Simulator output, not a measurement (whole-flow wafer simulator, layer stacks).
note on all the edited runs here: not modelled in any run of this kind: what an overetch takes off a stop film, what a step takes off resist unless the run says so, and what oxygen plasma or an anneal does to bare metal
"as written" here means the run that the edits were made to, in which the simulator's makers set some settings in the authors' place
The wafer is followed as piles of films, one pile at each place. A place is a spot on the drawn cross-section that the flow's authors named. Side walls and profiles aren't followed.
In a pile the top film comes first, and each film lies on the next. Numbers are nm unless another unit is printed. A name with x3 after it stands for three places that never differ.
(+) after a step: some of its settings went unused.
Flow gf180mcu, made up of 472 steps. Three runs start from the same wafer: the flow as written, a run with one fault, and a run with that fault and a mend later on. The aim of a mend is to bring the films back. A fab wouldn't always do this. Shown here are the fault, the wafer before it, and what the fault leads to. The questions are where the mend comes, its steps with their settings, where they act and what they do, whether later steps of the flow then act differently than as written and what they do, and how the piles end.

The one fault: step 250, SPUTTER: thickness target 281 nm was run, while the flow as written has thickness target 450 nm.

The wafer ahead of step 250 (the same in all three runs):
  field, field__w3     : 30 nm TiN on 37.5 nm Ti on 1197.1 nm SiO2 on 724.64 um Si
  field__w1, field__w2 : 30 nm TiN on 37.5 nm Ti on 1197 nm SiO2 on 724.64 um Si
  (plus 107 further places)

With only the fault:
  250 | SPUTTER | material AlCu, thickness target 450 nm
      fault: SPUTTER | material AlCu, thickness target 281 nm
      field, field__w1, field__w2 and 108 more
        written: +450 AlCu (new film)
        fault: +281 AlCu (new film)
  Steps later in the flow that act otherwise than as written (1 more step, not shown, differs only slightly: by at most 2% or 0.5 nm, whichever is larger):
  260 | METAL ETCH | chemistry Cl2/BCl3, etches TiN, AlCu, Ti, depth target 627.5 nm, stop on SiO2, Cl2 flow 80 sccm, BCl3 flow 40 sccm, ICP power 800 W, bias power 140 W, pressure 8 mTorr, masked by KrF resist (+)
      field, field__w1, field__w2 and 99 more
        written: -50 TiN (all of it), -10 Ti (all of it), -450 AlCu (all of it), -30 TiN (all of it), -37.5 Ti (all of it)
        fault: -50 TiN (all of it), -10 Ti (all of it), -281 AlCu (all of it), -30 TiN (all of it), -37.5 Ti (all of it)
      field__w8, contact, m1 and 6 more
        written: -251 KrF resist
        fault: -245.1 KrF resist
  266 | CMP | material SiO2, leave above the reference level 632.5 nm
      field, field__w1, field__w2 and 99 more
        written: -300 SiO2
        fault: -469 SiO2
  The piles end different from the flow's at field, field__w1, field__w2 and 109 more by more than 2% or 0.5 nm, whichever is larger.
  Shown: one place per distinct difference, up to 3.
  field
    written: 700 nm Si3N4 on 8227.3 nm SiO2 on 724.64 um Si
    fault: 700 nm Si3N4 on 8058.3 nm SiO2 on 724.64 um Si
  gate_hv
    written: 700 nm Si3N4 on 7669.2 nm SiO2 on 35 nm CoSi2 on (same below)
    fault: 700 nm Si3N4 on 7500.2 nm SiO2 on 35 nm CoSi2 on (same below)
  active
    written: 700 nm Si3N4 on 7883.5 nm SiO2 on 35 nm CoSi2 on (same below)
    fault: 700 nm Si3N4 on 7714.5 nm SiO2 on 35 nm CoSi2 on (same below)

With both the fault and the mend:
  The mend follows step 250.
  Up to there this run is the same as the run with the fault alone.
  250a | SPUTTER | material AlCu, thickness target 169 nm (the flow's step 250 again, with other settings)
      field, field__w1, field__w2 and 108 more
        +169 AlCu
  Later steps of the flow that are run all act as written at every place that is followed.
  The piles end the same as the flow's at every place that both follow.
